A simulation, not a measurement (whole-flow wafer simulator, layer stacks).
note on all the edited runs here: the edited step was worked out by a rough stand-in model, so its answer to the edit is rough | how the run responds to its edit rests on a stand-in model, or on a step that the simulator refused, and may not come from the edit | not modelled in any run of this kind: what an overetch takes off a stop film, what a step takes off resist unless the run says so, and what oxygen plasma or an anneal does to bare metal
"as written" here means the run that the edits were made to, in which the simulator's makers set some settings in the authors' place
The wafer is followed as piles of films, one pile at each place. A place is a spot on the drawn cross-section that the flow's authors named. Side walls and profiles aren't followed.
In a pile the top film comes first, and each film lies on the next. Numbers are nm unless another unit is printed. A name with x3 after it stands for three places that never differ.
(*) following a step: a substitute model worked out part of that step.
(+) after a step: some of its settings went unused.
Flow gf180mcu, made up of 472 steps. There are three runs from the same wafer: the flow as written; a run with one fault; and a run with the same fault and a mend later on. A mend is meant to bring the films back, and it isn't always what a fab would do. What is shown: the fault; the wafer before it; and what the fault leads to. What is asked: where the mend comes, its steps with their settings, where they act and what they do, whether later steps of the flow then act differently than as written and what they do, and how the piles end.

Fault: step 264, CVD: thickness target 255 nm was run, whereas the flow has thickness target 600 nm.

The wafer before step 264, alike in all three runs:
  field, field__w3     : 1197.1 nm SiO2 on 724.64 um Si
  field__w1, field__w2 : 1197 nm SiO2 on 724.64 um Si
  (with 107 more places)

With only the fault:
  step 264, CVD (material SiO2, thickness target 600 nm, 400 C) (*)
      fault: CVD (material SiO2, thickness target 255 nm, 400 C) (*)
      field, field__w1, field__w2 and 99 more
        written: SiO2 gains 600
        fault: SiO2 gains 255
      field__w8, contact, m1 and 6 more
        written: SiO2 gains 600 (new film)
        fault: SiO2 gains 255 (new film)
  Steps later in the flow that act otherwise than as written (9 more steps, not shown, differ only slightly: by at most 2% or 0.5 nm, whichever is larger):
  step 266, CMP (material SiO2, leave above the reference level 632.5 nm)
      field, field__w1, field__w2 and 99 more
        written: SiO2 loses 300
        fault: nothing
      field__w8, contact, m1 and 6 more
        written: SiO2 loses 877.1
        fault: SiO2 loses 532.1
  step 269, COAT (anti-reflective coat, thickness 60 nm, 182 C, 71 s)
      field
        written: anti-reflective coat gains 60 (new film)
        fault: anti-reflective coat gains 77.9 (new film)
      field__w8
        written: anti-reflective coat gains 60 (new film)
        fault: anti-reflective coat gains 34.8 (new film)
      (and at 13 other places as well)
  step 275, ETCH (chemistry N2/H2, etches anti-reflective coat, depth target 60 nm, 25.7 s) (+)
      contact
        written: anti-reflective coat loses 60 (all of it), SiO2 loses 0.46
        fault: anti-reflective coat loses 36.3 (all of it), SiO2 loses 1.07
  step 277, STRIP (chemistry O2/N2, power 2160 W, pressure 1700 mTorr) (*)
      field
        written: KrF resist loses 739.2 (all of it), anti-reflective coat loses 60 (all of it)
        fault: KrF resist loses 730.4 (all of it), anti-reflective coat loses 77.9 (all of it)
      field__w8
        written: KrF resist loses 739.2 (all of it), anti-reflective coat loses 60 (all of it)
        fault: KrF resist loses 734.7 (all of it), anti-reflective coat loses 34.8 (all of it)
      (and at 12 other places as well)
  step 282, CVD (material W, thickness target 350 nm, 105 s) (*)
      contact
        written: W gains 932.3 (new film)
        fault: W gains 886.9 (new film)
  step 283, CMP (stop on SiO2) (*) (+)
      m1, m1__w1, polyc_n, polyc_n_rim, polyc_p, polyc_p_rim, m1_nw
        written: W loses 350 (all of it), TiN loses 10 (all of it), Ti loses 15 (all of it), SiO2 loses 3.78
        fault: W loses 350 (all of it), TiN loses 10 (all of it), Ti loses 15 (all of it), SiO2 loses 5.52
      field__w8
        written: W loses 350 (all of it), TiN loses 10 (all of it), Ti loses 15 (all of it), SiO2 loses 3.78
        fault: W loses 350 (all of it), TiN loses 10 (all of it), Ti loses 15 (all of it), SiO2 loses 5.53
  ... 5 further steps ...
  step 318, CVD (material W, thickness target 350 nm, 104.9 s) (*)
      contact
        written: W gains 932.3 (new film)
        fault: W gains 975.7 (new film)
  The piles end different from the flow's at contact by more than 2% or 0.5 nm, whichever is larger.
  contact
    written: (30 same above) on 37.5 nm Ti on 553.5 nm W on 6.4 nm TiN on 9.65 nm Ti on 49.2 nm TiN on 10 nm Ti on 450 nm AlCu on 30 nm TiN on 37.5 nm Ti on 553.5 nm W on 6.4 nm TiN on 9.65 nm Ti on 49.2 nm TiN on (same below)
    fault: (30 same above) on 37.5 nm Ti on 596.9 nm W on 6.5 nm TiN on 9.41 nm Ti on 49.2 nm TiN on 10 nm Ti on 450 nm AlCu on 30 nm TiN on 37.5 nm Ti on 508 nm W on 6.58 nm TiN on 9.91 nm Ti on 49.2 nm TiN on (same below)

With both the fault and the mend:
  The mend follows step 264.
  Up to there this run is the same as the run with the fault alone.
  step 264a, CVD (material SiO2, thickness target 345 nm, 400 C) (*) (the flow's step 264 again, with other settings)
      field, field__w1, field__w2 and 108 more
        SiO2 gains 345
  Every later step of the flow that is run acts as written at every place that is followed.
  At every place that both follow, the piles at the end match the flow's.
